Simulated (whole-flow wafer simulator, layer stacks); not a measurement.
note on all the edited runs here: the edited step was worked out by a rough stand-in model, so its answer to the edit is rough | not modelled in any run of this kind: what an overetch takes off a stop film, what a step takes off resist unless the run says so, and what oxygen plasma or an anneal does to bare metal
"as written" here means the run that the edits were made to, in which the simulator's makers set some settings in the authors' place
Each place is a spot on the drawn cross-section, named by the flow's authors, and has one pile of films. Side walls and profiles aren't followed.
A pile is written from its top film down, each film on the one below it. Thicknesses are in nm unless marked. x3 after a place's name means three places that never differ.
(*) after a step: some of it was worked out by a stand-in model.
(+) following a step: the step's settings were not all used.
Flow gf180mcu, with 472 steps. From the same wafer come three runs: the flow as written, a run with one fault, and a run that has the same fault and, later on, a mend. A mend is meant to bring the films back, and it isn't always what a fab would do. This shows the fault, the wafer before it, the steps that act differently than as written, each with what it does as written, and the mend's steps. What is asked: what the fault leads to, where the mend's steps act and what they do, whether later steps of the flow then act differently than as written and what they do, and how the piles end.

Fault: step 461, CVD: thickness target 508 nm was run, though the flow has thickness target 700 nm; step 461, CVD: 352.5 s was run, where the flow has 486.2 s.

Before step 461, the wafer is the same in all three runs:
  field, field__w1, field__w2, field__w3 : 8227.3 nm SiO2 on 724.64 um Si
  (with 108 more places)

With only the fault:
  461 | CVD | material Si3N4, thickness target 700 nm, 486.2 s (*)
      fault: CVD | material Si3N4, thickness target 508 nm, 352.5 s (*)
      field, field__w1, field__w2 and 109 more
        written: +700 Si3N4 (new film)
        fault: +507.5 Si3N4 (new film)
  Steps later in the flow that act otherwise than as written (4 other steps are not shown; they differ only slightly, by no more than 2% or 0.5 nm, whichever is larger):
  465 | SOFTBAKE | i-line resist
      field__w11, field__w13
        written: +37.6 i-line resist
        fault: +36.7 i-line resist
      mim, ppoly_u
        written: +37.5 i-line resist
        fault: +36.6 i-line resist
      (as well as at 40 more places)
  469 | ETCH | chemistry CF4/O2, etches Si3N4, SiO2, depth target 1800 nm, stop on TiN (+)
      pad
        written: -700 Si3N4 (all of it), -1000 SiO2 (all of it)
        fault: -507.5 Si3N4 (all of it), -1000 SiO2 (all of it)
  At field, field__w1, field__w2 and 108 more, the piles at the end differ from the flow's by more than 2% or 0.5 nm, whichever is larger.
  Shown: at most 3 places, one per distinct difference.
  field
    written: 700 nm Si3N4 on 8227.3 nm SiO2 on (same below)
    fault: 507.5 nm Si3N4 on 8227.3 nm SiO2 on (same below)
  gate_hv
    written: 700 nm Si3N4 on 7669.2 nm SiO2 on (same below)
    fault: 507.5 nm Si3N4 on 7669.2 nm SiO2 on (same below)
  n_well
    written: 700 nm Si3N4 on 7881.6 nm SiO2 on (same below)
    fault: 507.5 nm Si3N4 on 7881.6 nm SiO2 on (same below)

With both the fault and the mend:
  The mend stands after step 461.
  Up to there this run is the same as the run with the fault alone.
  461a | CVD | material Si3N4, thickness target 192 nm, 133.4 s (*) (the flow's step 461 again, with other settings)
      field, field__w1, field__w2 and 109 more
        +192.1 Si3N4
  Later steps of the flow that are run all act as written at every place that is followed, up to a difference of at most 2% or 0.5 nm, whichever is larger.
  The piles end only slightly different from the flow's at the places that both follow, by no more than 2% or 0.5 nm, whichever is larger.
